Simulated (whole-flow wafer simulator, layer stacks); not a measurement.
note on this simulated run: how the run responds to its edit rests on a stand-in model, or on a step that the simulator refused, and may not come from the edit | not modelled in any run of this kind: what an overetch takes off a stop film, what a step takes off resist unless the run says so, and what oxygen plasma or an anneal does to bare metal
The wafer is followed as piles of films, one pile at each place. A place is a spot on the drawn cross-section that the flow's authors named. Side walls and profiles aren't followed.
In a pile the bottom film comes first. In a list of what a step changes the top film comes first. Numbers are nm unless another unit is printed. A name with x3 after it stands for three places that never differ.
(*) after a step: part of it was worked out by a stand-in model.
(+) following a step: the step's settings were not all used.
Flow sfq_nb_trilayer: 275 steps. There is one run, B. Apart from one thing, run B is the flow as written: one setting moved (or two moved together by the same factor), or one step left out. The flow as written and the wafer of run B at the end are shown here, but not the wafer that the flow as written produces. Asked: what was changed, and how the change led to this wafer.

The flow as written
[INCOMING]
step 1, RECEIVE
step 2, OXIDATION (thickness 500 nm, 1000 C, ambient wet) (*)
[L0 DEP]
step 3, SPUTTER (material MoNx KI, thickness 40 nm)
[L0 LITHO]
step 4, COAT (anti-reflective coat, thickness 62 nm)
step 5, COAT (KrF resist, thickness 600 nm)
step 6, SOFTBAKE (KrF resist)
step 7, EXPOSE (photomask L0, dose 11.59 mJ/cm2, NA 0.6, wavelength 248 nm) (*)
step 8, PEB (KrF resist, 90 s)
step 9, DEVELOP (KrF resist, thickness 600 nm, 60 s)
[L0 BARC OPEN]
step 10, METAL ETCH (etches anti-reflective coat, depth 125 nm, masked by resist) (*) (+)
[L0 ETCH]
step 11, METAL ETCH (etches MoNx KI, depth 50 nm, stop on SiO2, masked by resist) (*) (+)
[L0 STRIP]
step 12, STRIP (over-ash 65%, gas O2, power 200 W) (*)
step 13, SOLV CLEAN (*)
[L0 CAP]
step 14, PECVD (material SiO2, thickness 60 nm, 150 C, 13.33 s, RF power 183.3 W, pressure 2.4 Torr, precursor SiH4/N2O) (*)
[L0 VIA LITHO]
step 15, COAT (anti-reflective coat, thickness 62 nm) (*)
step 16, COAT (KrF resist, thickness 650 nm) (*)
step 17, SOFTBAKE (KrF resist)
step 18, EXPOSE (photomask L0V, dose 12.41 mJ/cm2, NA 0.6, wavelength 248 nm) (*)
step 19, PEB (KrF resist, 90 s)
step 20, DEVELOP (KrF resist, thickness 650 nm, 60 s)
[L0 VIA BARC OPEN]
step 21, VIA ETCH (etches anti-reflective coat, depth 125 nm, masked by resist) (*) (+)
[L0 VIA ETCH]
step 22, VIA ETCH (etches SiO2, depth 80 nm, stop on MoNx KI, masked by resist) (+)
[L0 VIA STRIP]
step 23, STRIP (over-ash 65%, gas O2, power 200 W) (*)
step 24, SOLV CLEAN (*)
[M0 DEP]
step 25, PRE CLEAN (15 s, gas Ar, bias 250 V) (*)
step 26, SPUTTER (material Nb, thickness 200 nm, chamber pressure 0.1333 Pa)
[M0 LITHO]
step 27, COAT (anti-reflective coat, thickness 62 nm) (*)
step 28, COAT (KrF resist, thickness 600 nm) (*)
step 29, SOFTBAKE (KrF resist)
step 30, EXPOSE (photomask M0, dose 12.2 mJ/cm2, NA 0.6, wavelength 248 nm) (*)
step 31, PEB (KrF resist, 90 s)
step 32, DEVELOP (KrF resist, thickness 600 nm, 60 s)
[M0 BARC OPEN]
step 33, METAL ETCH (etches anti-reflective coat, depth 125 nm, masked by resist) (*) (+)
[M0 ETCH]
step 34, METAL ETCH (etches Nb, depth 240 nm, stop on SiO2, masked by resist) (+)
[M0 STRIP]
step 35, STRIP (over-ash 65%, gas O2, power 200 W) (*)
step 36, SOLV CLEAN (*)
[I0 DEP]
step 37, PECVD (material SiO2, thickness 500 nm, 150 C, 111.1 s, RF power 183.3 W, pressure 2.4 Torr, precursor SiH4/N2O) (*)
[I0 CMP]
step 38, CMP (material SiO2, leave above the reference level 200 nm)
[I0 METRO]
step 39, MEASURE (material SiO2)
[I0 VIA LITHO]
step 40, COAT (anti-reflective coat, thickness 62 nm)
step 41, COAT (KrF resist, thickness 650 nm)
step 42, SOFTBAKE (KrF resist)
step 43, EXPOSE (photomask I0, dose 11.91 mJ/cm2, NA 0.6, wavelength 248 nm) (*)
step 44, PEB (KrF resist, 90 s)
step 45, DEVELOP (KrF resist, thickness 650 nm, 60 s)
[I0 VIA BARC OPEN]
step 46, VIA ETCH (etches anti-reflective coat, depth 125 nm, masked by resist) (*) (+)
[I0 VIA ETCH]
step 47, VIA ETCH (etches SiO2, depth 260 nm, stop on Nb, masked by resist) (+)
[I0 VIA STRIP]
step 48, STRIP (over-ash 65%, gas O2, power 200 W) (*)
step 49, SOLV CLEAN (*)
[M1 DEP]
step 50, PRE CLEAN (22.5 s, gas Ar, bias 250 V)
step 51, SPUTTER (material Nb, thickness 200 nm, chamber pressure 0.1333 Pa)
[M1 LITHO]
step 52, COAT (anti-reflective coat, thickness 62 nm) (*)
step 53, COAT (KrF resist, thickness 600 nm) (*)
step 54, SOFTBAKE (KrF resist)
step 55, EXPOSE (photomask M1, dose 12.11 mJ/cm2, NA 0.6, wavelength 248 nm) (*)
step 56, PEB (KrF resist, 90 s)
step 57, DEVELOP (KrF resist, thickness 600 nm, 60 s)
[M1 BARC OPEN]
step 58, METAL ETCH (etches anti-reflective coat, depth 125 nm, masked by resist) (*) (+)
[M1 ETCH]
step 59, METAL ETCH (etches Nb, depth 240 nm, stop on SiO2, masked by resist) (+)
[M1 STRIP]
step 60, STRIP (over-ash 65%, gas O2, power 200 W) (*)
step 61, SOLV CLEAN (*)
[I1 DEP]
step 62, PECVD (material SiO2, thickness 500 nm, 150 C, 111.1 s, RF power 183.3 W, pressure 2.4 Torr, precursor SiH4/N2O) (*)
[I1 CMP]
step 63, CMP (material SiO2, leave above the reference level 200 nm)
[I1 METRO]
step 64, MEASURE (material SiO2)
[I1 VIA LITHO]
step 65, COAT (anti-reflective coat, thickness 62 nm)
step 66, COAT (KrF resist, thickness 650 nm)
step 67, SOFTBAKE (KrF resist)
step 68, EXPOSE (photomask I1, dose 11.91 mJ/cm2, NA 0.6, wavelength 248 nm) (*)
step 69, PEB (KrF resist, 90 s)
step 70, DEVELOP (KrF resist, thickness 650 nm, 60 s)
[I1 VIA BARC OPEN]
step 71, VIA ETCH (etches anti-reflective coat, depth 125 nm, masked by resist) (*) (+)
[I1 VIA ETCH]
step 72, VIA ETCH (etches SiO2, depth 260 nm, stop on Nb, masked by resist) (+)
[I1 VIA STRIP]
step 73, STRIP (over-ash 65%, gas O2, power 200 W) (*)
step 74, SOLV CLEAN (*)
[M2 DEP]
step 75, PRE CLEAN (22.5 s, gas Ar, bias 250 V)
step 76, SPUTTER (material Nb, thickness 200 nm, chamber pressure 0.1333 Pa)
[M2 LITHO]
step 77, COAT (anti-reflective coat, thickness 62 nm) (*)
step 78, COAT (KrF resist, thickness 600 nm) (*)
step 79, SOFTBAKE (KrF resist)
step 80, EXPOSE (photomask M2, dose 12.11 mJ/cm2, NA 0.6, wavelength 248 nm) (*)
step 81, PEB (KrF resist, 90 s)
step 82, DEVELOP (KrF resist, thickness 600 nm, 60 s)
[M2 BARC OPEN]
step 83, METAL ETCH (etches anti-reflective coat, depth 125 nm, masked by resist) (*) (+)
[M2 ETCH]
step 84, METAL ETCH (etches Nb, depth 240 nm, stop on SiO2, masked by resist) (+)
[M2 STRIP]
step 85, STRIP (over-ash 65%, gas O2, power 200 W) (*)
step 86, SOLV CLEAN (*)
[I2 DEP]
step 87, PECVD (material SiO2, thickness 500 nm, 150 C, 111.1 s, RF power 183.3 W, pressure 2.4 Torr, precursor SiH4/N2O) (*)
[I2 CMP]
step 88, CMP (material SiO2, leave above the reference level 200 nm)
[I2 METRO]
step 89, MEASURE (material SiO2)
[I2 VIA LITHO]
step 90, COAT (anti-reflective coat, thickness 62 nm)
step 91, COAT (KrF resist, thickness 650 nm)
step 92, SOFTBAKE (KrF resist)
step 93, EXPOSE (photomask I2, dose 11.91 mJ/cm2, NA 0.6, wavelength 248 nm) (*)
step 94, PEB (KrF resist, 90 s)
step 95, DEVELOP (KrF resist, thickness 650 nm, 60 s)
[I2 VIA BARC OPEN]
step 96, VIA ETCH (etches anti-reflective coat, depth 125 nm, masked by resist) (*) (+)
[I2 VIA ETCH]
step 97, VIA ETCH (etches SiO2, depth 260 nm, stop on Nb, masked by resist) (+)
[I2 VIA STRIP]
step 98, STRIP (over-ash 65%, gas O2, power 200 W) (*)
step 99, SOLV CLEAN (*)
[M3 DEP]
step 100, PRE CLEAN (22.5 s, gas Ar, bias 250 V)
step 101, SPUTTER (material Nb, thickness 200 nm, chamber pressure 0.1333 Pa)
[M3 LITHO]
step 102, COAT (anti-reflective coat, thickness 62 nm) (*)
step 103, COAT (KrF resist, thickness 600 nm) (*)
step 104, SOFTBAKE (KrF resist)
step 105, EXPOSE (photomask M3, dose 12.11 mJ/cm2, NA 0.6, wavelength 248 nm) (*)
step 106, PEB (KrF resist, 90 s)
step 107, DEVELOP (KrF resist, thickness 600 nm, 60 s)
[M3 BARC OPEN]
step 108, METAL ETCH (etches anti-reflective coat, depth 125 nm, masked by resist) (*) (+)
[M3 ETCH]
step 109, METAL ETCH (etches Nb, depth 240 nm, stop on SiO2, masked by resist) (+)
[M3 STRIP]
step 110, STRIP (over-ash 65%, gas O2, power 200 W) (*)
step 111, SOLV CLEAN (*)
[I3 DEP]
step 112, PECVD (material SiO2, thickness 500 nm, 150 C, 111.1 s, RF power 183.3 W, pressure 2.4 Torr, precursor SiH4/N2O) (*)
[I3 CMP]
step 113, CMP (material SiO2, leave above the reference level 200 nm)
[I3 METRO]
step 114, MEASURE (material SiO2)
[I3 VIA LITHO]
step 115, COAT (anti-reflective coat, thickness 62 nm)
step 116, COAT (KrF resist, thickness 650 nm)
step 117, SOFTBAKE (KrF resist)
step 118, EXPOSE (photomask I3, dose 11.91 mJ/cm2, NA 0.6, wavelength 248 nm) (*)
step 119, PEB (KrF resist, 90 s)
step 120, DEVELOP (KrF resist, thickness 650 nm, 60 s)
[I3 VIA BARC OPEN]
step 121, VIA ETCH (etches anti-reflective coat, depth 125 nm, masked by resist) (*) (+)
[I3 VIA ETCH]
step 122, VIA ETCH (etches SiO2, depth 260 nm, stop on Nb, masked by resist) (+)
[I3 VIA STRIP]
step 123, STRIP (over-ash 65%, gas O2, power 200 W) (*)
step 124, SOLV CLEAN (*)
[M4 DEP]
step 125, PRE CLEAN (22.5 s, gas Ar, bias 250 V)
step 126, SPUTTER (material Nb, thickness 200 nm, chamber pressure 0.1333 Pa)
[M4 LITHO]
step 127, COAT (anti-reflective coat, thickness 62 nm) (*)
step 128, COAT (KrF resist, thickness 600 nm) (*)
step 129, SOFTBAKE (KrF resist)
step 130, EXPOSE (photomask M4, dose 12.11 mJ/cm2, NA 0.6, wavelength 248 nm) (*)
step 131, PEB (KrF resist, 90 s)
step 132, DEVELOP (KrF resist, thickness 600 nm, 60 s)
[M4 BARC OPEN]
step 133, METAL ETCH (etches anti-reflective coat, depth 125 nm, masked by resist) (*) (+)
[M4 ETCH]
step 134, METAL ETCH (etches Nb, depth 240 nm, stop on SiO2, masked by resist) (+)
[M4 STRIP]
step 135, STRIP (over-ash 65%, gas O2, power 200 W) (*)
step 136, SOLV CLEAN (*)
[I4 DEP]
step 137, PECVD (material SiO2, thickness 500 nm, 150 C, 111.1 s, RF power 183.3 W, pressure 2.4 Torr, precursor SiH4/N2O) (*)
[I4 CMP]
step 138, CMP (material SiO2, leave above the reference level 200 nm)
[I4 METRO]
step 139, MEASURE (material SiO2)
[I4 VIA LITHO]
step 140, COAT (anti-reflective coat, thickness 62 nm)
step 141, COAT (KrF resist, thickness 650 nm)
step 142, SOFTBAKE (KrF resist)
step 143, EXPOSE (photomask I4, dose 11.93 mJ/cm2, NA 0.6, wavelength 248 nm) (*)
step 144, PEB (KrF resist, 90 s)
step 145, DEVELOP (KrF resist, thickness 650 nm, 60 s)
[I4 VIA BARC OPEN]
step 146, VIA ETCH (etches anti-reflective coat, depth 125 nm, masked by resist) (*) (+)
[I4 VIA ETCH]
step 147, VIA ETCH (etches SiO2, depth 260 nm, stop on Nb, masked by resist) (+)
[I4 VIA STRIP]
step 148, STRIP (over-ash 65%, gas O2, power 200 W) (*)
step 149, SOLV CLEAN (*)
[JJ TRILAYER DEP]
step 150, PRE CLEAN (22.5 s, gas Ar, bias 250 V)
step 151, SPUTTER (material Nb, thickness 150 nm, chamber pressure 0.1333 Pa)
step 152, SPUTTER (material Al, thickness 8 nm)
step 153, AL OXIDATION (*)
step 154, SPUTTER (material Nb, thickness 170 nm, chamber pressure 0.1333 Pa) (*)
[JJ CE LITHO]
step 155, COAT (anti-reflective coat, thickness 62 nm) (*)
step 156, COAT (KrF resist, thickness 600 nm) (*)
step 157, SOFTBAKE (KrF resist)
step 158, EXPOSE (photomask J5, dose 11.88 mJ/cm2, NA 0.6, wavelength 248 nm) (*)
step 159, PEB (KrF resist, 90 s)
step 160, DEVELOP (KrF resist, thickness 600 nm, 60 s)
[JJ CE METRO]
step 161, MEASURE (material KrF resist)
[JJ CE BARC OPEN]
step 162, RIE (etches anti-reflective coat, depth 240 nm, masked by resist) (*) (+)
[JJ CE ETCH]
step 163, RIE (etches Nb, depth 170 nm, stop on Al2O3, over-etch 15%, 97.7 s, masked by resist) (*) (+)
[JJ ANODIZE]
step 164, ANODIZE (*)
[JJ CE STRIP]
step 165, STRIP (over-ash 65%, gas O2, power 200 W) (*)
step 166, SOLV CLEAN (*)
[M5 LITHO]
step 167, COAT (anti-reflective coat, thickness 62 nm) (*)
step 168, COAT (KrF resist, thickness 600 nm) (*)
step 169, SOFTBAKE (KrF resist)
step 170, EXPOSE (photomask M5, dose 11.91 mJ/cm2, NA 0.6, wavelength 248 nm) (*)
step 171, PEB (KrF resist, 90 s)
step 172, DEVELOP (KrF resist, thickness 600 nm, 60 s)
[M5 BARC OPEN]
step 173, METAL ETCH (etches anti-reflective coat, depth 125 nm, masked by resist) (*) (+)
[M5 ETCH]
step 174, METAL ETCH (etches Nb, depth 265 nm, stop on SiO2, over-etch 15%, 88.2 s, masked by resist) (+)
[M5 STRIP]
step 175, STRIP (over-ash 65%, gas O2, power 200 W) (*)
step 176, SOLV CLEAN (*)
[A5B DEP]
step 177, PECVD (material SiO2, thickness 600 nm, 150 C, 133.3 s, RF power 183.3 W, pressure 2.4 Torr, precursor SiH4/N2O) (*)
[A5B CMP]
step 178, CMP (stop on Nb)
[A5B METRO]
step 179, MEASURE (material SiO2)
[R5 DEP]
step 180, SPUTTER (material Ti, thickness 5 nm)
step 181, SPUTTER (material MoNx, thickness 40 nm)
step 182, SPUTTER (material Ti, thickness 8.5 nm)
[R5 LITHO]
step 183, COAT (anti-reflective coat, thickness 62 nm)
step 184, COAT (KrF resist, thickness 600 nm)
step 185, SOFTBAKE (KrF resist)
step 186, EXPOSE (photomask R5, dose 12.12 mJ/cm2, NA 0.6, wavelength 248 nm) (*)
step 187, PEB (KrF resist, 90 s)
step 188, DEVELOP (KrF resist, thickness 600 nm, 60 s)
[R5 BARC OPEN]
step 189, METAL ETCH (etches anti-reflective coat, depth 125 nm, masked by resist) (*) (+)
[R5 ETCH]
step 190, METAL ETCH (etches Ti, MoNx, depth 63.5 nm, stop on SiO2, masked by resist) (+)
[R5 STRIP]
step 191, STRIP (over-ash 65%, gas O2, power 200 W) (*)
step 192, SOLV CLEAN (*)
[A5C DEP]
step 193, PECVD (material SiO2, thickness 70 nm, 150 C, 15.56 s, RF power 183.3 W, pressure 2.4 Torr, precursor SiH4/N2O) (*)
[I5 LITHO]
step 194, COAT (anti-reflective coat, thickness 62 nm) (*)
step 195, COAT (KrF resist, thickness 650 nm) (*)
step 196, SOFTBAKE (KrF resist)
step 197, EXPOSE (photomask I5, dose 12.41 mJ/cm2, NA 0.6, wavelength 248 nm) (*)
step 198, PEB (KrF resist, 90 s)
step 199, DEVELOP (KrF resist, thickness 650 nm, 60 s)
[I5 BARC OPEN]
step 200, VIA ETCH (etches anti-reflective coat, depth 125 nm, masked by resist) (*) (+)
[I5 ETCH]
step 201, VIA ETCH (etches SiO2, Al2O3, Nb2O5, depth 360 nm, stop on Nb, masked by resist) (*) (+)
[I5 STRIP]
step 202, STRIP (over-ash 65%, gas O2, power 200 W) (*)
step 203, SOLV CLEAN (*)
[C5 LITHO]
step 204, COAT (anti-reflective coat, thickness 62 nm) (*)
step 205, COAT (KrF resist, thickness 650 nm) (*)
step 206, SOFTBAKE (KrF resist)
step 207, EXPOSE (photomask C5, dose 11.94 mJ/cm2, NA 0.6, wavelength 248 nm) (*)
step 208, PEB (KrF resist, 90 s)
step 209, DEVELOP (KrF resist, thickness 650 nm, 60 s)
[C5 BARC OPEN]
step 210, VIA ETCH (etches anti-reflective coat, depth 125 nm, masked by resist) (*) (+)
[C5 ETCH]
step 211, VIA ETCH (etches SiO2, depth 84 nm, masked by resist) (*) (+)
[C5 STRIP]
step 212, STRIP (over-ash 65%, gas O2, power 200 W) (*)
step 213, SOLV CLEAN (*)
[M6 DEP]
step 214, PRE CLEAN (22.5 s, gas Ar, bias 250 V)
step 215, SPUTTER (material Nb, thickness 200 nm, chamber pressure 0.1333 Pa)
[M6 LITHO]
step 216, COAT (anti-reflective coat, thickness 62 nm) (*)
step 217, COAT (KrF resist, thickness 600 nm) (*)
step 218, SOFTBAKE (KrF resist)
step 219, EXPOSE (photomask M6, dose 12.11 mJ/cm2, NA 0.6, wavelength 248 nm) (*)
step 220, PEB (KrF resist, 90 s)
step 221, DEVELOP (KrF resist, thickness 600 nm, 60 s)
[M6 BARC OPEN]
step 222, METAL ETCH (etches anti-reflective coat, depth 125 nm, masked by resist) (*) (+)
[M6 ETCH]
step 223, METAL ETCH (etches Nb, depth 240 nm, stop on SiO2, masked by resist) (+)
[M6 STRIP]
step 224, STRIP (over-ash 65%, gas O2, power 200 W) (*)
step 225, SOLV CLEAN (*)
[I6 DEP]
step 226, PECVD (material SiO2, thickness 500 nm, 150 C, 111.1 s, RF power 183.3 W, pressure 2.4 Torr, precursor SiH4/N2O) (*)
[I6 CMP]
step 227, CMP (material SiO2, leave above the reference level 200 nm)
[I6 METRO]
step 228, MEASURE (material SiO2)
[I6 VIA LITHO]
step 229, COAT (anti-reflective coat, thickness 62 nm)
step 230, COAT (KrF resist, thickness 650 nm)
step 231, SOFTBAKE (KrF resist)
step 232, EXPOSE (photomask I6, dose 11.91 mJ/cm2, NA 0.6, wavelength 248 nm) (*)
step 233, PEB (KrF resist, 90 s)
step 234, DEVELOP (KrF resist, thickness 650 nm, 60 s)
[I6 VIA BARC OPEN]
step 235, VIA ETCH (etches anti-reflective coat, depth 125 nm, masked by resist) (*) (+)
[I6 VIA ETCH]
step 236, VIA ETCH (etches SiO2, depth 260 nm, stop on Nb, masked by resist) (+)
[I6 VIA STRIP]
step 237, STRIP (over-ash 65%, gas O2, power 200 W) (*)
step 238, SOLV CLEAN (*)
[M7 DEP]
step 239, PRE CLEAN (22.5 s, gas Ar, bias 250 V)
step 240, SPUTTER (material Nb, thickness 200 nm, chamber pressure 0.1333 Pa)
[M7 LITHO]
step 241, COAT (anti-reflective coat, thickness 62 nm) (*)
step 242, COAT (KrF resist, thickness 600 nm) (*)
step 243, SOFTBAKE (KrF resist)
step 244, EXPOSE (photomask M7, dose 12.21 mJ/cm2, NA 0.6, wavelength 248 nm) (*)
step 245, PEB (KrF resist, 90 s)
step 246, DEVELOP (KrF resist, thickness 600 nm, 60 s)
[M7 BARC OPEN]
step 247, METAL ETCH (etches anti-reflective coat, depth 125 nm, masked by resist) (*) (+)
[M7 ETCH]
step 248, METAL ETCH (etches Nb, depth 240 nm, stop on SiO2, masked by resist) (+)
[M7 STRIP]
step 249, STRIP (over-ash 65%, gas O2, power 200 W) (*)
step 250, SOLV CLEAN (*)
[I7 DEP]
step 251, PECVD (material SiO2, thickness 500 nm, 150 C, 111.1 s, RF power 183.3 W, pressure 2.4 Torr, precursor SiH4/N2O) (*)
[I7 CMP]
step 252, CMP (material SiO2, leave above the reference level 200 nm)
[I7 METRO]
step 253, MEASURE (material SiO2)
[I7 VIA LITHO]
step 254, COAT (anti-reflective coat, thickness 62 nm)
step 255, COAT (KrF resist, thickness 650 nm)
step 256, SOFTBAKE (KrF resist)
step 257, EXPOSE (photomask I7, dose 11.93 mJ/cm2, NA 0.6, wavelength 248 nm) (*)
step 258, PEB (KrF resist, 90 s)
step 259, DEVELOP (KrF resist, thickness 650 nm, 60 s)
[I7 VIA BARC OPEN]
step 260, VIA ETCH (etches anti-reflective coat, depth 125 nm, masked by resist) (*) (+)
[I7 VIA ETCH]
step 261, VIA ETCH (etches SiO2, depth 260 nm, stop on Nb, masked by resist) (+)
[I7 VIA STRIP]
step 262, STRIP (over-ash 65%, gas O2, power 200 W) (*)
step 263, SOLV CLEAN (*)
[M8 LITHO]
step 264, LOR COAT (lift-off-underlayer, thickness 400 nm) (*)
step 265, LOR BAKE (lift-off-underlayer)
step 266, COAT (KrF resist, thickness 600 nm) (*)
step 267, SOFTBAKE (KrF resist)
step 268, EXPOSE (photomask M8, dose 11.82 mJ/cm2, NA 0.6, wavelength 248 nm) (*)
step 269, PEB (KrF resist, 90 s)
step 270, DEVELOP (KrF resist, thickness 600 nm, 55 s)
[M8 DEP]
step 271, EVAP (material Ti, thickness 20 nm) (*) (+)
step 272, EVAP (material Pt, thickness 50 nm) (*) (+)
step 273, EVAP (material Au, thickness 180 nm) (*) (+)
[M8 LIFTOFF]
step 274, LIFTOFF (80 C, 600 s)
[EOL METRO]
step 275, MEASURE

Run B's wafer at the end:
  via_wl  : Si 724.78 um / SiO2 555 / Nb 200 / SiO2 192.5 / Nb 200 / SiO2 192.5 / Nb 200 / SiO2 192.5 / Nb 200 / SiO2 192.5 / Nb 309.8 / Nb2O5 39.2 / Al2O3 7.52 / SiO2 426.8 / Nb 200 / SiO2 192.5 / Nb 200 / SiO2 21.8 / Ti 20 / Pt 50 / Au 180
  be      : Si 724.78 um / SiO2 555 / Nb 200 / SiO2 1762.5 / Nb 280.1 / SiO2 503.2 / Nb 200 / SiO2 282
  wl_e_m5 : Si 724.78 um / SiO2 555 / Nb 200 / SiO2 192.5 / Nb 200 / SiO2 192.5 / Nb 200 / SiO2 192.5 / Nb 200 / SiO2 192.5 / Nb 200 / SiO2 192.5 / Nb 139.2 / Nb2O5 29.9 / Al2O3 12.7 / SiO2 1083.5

What caused this: step 252, CMP: leave above the reference level 282 nm was run, whereas the flow has leave above the reference level 200 nm.
One can read it off the wafer: be has SiO2 282, and step 252 as written asks for 200 nm.

Step by step, how the change led to this:
  step 252, CMP (material SiO2, leave above the reference level 200 nm)
      field_r, lsp_l: nothing (as written it would have been: -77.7 SiO2)
      field_l, p4_fl x3, p4_w1 x9 and 46 more: -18 SiO2 (as written it would have been: -100 SiO2)
      (also at 45 further places)
  step 254, COAT (anti-reflective coat, thickness 62 nm)
      field_r: +63.5 anti-reflective coat (new film) (as written it would have been: +62 anti-reflective coat (new film))
  step 261, VIA ETCH (etches SiO2, depth 260 nm, stop on Nb, masked by resist) (+)
      via_wl, via_w, via_wr: -260 SiO2 (as written it would have been: -199.8 SiO2 (all of it))
  step 262, STRIP (over-ash 65%, gas O2, power 200 W) (*)
      field_r: -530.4 KrF resist (all of it), -63.5 anti-reflective coat (all of it) (as written it would have been: -528.6 KrF resist (all of it), -62 anti-reflective coat (all of it))
  step 264, LOR COAT (lift-off-underlayer, thickness 400 nm) (*)
      via_wl, via_wr: +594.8 lift-off-underlayer (new film) (as written it would have been: +549.8 lift-off-underlayer (new film))
      v_sur: +360.2 lift-off-underlayer (new film) (as written it would have been: +369.4 lift-off-underlayer (new film))
      (also at 1 further place)
  step 270, DEVELOP (KrF resist, thickness 600 nm, 55 s)
      v_sur: -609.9 KrF resist (all of it), -360.2 lift-off-underlayer (all of it) (as written it would have been: -607.3 KrF resist (all of it), -369.4 lift-off-underlayer (all of it))
      via_wl: -631.4 KrF resist (all of it), -594.8 lift-off-underlayer (all of it) (as written it would have been: -623.9 KrF resist (all of it), -549.8 lift-off-underlayer (all of it))
      (also at 2 further places)
Taking metal films that touch as one body, via_wl has 8 bodies (between them, from the top down: SiO2 21.8; SiO2 192.5; SiO2 426.8 / Al2O3 7.52 / Nb2O5 39.2; SiO2 192.5; SiO2 192.5; SiO2 192.5; SiO2 192.5); the flow as written gives 7 bodies (between them, from the top down: SiO2 192.5; SiO2 426.8 / Al2O3 7.52 / Nb2O5 39.2; SiO2 192.5; SiO2 192.5; SiO2 192.5; SiO2 192.5).
